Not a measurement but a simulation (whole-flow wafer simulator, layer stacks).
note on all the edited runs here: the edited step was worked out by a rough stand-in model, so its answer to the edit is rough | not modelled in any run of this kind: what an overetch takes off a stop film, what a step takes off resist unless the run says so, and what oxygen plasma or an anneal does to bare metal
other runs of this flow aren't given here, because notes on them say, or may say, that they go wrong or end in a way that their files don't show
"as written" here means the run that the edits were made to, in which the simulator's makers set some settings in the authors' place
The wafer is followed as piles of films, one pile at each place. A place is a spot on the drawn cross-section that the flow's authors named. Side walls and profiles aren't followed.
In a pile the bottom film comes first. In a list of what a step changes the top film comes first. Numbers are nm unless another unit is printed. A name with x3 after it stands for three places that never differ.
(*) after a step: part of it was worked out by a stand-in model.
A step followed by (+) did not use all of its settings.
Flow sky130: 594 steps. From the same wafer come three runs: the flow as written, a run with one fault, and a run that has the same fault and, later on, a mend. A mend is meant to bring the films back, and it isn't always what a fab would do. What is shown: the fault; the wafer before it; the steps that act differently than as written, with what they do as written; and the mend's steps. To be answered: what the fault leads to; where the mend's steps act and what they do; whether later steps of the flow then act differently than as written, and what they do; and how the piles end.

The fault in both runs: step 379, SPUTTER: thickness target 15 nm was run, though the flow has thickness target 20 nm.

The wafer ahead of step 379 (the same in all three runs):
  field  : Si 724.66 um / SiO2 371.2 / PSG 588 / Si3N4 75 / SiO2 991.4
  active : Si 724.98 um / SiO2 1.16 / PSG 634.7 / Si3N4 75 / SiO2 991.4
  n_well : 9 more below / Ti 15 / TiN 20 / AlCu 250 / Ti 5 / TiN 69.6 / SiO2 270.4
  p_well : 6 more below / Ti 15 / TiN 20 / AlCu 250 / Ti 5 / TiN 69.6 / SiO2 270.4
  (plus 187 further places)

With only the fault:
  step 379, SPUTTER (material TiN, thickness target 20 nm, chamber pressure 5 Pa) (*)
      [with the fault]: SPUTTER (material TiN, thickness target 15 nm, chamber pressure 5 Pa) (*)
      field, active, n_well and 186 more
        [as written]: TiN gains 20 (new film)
        [with the fault]: TiN gains 15 (new film)
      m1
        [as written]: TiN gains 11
        [with the fault]: TiN gains 8.24
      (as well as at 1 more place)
  Steps later in the flow that act otherwise than as written (8 more steps, not shown, differ only slightly: by at most 2% or 0.5 nm, whichever is larger):
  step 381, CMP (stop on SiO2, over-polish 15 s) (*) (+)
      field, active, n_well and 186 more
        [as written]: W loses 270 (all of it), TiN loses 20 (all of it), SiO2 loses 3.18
        [with the fault]: W loses 270 (all of it), TiN loses 15 (all of it), SiO2 loses 3.18
  At m1, via1_hole, the piles at the end differ from the flow's by more than 2% or 0.5 nm, whichever is larger.
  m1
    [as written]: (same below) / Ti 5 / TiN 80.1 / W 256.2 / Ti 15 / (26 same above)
    [with the fault]: (same below) / Ti 5 / TiN 77.4 / W 259 / Ti 15 / (26 same above)
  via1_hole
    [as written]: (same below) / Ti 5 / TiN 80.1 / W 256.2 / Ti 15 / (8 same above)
    [with the fault]: (same below) / Ti 5 / TiN 77.4 / W 259 / Ti 15 / (8 same above)

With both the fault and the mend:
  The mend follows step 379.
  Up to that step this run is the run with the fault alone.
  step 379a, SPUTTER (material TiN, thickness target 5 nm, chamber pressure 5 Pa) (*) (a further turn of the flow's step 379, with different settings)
      field, active, n_well and 186 more
        TiN gains 5
      m1
        TiN gains 2.72
      via1_hole
        TiN gains 2.69
  None of the later steps of the flow differs from how it acts as written, at any place that is followed, by more than 2% or 0.5 nm, whichever is larger.
  At the end the piles are close to the flow's at the places that both follow, differing by at most 2% or 0.5 nm, whichever is larger.
